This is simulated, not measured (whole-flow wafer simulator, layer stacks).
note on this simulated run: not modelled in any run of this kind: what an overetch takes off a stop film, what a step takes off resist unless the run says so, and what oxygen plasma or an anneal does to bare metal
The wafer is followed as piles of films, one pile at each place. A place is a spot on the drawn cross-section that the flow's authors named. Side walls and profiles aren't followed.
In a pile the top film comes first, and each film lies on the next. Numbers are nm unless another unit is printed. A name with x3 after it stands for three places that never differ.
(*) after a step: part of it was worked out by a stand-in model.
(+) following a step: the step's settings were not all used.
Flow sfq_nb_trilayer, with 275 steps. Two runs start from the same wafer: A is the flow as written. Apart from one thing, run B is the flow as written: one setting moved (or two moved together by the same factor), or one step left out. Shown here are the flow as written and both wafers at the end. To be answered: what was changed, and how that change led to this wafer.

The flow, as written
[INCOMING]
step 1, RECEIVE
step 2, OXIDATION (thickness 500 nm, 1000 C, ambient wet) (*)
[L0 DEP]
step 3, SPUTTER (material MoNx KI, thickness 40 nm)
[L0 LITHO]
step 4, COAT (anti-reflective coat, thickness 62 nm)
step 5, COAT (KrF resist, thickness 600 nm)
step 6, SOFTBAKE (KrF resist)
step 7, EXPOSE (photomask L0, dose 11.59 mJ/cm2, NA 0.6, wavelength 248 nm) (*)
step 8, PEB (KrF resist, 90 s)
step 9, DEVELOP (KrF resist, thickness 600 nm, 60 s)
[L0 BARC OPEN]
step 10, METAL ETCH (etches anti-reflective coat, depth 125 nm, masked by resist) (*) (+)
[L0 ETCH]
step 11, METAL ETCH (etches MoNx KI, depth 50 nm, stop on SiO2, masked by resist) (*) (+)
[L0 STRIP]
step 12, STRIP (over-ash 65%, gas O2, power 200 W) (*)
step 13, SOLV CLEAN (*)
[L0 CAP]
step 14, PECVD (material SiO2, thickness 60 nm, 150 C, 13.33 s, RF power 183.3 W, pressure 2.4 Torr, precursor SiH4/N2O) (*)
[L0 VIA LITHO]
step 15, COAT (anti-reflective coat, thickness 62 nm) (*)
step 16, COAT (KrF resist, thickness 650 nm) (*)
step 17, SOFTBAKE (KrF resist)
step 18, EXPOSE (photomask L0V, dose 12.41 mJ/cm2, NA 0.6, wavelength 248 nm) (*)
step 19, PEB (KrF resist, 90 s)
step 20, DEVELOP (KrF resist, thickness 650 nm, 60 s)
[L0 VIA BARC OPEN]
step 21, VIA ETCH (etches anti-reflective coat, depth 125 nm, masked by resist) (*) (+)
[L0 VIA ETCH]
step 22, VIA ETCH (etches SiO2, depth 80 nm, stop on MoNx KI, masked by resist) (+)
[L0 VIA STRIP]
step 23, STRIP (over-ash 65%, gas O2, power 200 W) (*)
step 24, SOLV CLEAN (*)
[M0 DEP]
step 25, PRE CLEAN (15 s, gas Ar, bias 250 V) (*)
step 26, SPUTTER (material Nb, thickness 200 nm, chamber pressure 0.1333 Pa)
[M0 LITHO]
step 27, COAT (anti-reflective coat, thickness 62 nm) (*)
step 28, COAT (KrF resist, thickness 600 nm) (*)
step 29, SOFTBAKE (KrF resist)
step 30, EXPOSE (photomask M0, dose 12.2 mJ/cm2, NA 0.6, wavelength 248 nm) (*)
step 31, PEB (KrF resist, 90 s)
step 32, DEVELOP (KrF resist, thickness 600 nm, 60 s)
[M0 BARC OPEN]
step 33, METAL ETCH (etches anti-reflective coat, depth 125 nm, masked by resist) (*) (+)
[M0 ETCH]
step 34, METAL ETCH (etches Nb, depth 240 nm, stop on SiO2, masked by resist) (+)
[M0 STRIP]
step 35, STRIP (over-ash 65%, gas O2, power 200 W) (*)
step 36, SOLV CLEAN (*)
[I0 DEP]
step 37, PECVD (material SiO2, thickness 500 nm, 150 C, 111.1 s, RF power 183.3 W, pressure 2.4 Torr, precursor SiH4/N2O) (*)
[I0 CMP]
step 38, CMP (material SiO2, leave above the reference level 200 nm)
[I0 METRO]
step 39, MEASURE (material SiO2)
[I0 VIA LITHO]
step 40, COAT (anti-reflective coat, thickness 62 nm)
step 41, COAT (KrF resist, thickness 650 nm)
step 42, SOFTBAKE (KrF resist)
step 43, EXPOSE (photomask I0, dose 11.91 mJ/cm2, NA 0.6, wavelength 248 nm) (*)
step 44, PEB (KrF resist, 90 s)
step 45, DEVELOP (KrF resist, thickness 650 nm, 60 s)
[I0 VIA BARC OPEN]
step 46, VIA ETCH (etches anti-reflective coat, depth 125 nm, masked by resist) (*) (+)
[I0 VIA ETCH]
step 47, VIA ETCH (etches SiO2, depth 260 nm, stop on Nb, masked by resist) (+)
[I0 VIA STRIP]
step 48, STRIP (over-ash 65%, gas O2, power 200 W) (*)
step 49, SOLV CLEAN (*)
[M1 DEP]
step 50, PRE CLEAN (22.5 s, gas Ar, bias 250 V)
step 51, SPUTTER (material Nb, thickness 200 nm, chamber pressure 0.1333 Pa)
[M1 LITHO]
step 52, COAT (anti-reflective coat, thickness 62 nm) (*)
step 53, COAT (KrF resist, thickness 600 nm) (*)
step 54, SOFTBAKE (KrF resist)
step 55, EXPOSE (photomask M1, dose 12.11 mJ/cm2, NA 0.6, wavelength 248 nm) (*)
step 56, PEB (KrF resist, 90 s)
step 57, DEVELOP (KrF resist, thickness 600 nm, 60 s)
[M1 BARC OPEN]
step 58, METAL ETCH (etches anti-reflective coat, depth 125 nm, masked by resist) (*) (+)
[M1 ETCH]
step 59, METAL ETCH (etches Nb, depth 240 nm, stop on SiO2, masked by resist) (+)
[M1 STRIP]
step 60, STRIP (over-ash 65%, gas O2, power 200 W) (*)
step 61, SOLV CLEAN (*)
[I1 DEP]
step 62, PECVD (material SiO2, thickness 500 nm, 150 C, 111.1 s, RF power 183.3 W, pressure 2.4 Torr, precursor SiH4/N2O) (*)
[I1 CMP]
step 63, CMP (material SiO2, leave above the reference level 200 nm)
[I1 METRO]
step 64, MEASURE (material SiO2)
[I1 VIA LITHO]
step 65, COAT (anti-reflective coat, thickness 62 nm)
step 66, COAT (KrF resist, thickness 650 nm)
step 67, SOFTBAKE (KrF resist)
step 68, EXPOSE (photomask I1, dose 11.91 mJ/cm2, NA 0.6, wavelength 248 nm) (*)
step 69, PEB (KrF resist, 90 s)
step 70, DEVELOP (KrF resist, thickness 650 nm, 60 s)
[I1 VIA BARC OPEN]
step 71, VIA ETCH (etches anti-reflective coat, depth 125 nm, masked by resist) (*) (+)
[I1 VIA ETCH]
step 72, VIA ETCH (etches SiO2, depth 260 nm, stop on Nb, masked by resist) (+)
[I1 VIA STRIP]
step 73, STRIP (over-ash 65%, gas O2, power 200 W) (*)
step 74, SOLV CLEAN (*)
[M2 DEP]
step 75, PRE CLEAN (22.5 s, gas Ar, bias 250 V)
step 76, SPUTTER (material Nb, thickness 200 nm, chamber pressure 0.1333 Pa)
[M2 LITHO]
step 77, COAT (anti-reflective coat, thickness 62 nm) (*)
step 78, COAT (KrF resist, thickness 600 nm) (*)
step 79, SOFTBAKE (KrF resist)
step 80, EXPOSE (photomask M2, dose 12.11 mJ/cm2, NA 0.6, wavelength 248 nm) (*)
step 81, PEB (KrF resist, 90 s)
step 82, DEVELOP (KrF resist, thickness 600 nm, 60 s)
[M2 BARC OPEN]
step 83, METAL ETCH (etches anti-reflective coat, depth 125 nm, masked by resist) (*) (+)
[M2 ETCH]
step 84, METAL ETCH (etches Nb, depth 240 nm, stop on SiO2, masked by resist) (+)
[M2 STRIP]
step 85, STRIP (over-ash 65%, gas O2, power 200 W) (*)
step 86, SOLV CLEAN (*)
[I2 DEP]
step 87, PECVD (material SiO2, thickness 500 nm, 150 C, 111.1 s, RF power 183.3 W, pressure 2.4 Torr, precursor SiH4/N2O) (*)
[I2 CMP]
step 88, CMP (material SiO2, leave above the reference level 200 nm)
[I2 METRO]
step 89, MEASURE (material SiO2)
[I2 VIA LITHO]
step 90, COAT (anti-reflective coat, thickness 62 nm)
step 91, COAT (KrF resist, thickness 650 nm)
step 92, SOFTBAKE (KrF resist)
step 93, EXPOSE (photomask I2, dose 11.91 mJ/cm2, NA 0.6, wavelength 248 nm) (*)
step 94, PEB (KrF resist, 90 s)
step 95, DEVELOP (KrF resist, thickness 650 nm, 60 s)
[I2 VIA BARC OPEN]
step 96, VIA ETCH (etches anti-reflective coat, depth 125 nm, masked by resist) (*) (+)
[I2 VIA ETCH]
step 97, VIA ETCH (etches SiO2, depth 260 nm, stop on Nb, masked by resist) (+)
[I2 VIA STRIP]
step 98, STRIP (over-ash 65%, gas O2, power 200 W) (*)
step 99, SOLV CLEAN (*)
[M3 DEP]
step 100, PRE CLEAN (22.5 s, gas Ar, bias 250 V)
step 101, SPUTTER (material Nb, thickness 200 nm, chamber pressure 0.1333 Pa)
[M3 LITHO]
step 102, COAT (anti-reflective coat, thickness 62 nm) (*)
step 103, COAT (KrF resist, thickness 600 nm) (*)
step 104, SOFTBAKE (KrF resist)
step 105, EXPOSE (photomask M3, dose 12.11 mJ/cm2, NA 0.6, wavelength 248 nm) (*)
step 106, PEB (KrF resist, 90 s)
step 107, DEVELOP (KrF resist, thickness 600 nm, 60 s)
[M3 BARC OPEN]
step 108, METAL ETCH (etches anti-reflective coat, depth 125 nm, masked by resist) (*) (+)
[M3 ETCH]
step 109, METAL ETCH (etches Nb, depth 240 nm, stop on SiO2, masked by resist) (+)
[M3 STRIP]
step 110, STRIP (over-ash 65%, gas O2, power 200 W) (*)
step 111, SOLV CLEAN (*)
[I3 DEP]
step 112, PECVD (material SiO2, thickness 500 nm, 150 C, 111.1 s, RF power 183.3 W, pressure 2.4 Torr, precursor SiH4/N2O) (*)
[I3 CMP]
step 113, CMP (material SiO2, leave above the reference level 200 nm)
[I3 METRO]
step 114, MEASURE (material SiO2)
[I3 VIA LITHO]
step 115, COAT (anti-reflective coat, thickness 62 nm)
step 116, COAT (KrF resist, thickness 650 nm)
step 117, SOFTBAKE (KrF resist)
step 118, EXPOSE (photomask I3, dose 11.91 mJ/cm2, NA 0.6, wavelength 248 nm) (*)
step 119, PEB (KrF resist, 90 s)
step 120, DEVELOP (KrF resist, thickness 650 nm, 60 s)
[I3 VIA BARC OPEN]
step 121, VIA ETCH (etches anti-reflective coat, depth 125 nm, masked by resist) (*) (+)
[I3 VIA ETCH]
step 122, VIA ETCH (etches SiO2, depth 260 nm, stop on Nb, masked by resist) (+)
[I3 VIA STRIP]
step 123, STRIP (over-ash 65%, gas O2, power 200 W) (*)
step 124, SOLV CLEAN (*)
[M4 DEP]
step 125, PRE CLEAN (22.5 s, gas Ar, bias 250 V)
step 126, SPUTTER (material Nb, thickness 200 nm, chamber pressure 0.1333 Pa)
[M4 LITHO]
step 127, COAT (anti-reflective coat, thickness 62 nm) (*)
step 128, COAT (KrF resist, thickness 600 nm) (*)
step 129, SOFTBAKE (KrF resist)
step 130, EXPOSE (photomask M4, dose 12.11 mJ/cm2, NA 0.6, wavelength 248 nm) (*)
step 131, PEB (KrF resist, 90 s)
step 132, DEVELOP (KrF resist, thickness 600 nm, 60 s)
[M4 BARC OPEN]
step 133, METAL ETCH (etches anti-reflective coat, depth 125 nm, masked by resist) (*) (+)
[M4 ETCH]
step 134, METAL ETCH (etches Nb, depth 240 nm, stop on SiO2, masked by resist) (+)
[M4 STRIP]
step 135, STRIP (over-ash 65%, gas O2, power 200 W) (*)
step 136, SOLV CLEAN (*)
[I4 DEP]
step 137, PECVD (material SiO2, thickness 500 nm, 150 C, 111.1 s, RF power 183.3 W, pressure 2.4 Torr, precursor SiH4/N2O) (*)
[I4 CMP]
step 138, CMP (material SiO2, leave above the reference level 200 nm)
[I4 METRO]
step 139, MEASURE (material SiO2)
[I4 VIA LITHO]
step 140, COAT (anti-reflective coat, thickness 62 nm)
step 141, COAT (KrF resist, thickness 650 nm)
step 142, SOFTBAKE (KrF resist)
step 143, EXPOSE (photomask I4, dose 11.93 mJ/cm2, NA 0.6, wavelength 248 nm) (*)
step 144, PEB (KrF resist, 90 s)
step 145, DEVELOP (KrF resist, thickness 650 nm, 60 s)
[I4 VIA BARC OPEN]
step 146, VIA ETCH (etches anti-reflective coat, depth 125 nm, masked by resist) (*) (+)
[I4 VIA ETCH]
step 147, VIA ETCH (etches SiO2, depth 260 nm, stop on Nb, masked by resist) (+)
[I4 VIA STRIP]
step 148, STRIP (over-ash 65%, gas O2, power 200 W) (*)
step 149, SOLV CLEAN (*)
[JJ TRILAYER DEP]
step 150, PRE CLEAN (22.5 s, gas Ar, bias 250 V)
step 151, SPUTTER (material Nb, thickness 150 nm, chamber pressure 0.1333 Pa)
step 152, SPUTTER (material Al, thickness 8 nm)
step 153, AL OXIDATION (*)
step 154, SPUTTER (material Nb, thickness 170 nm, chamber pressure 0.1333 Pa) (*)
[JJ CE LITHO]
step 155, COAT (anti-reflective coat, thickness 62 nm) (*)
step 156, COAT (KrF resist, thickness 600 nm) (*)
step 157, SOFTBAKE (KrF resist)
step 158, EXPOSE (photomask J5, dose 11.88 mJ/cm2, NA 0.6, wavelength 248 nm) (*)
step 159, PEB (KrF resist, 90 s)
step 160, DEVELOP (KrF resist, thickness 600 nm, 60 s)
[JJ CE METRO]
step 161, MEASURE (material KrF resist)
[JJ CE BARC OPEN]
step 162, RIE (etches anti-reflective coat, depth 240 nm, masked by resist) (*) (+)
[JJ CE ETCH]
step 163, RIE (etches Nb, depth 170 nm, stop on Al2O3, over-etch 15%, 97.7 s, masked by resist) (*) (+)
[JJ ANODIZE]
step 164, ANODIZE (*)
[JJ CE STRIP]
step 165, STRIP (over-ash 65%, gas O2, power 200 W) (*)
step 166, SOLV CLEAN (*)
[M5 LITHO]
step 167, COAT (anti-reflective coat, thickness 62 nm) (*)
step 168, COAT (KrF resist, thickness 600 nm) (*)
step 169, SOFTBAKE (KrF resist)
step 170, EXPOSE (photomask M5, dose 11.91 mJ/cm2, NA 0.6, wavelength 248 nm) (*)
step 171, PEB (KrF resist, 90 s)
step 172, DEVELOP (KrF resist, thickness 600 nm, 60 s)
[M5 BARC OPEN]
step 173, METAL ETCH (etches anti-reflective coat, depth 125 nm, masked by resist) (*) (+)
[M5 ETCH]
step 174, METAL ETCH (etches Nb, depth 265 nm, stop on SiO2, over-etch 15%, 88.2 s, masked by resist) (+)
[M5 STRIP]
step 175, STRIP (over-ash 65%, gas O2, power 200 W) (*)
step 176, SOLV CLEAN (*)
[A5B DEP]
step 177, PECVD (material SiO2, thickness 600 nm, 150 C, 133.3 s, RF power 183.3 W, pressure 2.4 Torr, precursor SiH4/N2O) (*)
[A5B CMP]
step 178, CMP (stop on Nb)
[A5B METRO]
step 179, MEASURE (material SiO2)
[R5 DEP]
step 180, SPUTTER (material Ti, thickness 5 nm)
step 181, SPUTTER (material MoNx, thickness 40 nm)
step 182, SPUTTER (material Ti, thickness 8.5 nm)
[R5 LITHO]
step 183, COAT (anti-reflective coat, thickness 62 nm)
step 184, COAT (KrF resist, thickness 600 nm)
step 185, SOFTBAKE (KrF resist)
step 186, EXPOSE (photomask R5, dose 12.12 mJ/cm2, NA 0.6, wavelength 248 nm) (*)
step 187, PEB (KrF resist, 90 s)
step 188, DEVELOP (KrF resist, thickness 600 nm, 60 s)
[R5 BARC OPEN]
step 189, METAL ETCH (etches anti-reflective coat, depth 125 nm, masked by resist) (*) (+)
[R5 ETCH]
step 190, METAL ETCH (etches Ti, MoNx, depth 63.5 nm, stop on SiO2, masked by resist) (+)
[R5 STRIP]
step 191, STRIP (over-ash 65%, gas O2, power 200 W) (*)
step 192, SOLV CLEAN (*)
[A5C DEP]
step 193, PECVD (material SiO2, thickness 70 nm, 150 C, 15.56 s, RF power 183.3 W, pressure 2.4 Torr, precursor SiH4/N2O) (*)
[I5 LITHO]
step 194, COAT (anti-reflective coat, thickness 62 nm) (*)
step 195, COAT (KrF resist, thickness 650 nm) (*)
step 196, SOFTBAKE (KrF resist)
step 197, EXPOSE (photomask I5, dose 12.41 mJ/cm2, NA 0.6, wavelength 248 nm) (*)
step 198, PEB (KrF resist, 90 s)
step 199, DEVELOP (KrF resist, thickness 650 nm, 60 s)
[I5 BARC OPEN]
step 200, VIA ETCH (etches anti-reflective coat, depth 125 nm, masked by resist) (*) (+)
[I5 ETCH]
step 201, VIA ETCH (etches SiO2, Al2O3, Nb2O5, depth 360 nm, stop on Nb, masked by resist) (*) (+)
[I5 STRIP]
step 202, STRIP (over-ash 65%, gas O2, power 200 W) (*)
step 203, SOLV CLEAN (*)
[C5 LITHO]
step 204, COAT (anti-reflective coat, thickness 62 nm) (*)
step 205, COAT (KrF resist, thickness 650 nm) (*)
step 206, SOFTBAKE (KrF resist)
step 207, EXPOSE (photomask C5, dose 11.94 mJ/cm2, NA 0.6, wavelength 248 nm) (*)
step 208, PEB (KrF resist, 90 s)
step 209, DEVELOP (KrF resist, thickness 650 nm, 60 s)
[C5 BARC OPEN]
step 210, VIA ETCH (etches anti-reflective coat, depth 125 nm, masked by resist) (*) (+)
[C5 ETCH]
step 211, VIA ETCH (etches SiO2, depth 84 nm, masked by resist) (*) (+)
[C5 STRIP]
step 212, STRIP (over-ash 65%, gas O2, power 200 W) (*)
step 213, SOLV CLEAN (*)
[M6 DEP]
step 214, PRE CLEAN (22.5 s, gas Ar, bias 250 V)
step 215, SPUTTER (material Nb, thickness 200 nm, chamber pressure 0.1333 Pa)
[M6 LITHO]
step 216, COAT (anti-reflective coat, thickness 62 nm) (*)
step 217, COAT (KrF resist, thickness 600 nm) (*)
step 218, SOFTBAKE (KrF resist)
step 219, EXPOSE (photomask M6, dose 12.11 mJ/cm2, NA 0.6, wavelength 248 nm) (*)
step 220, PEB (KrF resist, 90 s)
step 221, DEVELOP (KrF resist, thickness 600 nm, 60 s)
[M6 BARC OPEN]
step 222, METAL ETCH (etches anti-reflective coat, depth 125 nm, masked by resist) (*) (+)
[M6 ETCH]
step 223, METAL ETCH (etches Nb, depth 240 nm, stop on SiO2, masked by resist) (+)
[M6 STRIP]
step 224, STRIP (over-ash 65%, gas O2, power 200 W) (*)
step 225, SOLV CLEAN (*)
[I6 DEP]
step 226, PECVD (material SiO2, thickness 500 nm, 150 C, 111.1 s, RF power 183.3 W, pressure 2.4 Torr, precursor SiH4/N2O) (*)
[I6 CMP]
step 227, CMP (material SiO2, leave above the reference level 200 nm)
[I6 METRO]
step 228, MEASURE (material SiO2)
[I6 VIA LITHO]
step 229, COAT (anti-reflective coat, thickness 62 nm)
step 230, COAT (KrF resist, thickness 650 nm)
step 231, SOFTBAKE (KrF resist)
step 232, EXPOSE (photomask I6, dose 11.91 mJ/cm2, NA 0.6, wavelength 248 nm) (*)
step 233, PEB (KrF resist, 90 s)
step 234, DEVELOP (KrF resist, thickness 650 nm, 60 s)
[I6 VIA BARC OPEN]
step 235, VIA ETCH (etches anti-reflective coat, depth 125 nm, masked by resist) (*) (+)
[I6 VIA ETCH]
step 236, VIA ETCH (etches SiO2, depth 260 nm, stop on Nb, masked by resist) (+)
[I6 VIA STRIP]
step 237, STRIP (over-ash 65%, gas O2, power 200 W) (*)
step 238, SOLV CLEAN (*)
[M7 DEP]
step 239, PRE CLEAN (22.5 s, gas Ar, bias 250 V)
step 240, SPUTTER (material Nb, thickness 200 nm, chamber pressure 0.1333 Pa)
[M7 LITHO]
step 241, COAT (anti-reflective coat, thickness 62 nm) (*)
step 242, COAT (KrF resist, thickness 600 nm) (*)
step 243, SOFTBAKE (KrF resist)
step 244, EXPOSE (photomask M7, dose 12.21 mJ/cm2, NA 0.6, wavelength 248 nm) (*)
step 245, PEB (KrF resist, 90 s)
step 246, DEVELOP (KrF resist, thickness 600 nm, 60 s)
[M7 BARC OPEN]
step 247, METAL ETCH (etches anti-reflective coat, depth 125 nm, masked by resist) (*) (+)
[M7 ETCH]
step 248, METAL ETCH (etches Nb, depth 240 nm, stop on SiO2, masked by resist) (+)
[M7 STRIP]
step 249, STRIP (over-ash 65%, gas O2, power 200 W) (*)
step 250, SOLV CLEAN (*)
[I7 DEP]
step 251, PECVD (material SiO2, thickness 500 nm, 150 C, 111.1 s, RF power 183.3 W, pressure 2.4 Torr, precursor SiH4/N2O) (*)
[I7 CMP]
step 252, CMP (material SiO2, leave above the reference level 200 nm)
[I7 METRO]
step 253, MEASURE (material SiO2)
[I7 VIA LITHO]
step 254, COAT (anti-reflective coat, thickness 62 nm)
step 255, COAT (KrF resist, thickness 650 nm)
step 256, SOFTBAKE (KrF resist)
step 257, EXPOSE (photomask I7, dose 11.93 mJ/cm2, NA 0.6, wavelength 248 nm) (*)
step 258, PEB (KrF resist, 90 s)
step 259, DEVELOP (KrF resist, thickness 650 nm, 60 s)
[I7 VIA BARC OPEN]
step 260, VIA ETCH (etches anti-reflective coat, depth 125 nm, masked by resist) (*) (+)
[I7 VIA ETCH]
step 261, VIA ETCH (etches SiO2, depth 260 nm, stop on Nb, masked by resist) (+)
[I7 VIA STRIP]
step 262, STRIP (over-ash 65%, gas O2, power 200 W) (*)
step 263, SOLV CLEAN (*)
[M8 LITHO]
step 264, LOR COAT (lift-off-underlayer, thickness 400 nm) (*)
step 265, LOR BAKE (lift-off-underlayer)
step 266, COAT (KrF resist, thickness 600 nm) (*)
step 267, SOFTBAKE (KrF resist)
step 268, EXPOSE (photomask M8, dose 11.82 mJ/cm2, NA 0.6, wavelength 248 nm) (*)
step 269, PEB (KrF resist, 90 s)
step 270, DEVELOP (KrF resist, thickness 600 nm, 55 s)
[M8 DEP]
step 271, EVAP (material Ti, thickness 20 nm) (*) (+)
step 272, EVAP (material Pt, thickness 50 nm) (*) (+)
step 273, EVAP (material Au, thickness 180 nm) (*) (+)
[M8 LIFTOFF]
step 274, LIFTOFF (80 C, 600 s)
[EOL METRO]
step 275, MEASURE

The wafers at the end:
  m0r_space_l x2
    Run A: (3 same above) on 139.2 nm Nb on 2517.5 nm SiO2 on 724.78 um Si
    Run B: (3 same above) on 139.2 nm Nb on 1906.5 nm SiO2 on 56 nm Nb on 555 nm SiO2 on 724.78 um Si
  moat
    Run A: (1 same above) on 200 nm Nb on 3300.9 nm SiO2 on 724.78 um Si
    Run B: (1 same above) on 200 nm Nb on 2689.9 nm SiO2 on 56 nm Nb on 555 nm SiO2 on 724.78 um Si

Cause: step 34, METAL ETCH: depth 144 nm was run, whereas the flow has depth 240 nm.

The path from the change to this, step by step:
  step 34, METAL ETCH (etches Nb, depth 240 nm, stop on SiO2, masked by resist) (+)
      moat, m0r_space_l x2: A -200 Nb (all of it) | B -144 Nb
      field_l, v_sur, via_wl and 100 more: A -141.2 KrF resist | B -84.7 KrF resist
  step 35, STRIP (over-ash 65%, gas O2, power 200 W) (*)
      p4_fl x3, p4_w1 x9, p4_g1 x2 and 57 more: A -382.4 KrF resist (all of it), -62 anti-reflective coat (all of it) | B -438.9 KrF resist (all of it), -62 anti-reflective coat (all of it)
      c5j, ce_r, sp_r, be_r, r_sur, res: A -389 KrF resist (all of it), -63.6 anti-reflective coat (all of it) | B -445.5 KrF resist (all of it), -63.6 anti-reflective coat (all of it)
      (also at 26 further places)
  step 37, PECVD (material SiO2, thickness 500 nm, 150 C, 111.1 s, RF power 183.3 W, pressure 2.4 Torr, precursor SiH4/N2O) (*)
      moat, m0r_space_l x2: A +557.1 SiO2 | B +501.1 SiO2 (new film)
With metal films that touch counted as one body, m0r_space_l x2 has 2 bodies (between them, from the top down: SiO2 1906.5); the flow as written gives 1 body.
With metal films that touch counted as one body, moat has 2 bodies (between them, from the top down: SiO2 2689.9); the flow as written gives 1 body.
